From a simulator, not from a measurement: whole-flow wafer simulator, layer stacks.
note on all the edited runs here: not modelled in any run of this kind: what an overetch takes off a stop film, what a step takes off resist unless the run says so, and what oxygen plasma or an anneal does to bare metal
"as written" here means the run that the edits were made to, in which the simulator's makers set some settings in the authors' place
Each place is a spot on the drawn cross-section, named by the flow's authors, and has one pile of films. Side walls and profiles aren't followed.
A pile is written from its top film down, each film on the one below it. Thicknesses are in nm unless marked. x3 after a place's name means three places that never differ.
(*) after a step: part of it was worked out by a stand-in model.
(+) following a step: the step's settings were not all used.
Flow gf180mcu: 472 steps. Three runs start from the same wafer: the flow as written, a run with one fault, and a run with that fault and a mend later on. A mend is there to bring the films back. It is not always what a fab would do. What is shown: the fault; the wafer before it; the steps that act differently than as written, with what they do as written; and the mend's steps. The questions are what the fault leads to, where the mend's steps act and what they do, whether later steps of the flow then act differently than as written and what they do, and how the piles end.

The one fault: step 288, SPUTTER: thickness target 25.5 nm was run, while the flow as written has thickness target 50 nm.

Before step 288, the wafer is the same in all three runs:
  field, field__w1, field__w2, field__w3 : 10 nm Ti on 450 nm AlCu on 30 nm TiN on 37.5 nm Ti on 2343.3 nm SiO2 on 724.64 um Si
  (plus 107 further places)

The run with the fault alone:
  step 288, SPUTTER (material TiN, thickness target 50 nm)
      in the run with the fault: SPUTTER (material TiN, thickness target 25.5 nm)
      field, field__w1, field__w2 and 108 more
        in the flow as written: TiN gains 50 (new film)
        in the run with the fault: TiN gains 25.5 (new film)
  Later steps of the flow acting differently than as written (2 other steps are not shown; they differ only slightly, by no more than 2% or 0.5 nm, whichever is larger):
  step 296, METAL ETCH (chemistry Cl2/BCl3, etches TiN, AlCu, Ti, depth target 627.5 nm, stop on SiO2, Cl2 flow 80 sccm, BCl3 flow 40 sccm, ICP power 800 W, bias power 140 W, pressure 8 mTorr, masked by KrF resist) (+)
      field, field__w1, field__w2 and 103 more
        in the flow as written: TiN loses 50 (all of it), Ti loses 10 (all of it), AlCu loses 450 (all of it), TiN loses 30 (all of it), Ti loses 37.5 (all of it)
        in the run with the fault: TiN loses 25.5 (all of it), Ti loses 10 (all of it), AlCu loses 450 (all of it), TiN loses 30 (all of it), Ti loses 37.5 (all of it)
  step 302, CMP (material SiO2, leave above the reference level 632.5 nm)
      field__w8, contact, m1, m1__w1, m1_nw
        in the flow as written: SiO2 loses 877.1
        in the run with the fault: SiO2 loses 852.6
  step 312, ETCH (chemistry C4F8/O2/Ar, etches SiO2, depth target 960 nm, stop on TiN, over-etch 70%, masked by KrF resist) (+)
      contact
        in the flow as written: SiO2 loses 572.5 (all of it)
        in the run with the fault: SiO2 loses 597 (all of it)
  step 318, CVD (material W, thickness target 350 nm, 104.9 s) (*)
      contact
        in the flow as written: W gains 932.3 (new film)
        in the run with the fault: W gains 957 (new film)
  At field__w8, contact, m1, m1__w1, m1_nw, the piles at the end differ from the flow's by more than 2% or 0.5 nm, whichever is larger.
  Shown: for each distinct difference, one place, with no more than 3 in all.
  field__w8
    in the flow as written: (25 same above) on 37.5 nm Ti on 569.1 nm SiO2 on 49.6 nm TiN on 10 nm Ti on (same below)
    in the run with the fault: (25 same above) on 37.5 nm Ti on 593.6 nm SiO2 on 25.1 nm TiN on 10 nm Ti on (same below)
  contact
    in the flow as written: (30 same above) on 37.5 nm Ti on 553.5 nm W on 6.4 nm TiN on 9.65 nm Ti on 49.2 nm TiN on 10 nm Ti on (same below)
    in the run with the fault: (30 same above) on 37.5 nm Ti on 578.2 nm W on 6.31 nm TiN on 9.52 nm Ti on 24.7 nm TiN on 10 nm Ti on (same below)

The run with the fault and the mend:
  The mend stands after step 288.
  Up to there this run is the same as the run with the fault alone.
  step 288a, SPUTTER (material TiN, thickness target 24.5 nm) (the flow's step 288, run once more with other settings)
      field, field__w1, field__w2 and 108 more
        TiN gains 24.5
  None of the later steps of the flow acts differently than as written at any place that is followed.
  At every place that both follow, the piles at the end match the flow's.
